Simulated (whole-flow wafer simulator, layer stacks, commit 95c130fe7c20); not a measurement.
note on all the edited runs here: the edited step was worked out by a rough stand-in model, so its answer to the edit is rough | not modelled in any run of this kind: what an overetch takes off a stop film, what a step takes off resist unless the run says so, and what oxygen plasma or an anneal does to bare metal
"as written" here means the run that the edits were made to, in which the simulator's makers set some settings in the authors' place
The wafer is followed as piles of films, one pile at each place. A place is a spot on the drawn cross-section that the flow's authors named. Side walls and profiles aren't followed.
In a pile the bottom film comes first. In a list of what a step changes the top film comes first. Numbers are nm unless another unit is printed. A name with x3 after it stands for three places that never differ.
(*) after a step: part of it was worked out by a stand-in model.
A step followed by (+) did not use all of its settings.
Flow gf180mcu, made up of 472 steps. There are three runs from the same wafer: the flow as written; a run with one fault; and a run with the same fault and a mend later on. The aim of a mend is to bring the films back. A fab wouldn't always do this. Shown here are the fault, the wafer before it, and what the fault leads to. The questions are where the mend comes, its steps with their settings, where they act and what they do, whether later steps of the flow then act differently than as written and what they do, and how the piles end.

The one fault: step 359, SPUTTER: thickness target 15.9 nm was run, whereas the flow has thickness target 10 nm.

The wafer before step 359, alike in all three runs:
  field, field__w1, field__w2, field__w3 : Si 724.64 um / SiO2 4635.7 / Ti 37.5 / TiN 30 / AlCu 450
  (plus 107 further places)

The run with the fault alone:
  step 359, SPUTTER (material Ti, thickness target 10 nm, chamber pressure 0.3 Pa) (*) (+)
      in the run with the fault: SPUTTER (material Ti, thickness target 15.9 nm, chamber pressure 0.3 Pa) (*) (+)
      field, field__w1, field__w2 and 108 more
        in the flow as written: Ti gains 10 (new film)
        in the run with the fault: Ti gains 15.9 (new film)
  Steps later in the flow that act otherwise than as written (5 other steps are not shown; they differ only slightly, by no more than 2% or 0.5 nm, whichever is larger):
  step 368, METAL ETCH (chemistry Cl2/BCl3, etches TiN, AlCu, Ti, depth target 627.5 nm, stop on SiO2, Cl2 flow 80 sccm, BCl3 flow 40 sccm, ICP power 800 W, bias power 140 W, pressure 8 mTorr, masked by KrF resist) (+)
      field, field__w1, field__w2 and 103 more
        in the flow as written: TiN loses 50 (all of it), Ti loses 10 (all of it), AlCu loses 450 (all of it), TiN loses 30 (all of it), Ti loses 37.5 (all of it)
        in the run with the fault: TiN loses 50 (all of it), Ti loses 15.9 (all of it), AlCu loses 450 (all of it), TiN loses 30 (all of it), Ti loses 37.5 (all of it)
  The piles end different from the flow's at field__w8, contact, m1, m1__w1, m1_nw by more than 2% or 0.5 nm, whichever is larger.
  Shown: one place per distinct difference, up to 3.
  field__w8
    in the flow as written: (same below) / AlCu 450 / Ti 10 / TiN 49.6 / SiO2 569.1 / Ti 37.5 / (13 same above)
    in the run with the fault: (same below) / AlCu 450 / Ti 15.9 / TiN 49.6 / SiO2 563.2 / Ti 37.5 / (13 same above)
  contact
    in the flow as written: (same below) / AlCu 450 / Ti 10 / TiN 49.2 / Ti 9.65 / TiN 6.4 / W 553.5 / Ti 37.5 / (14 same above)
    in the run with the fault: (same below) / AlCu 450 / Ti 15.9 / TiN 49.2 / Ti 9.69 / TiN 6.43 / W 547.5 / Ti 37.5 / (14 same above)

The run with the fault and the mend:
  The mend stands after step 359.
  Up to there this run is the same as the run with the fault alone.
  step 359a, METAL ETCH (chemistry Cl2/BCl3, etches TiN, AlCu, Ti, depth target 5.9 nm, Cl2 flow 80 sccm, BCl3 flow 40 sccm, ICP power 800 W, bias power 140 W, pressure 8 mTorr) (the flow's step 260, run once more with other settings)
      field, field__w1, field__w2 and 108 more
        Ti loses 5.9
  Later steps of the flow that are run all act as written at every place that is followed.
  At every place that both follow, the piles at the end match the flow's.
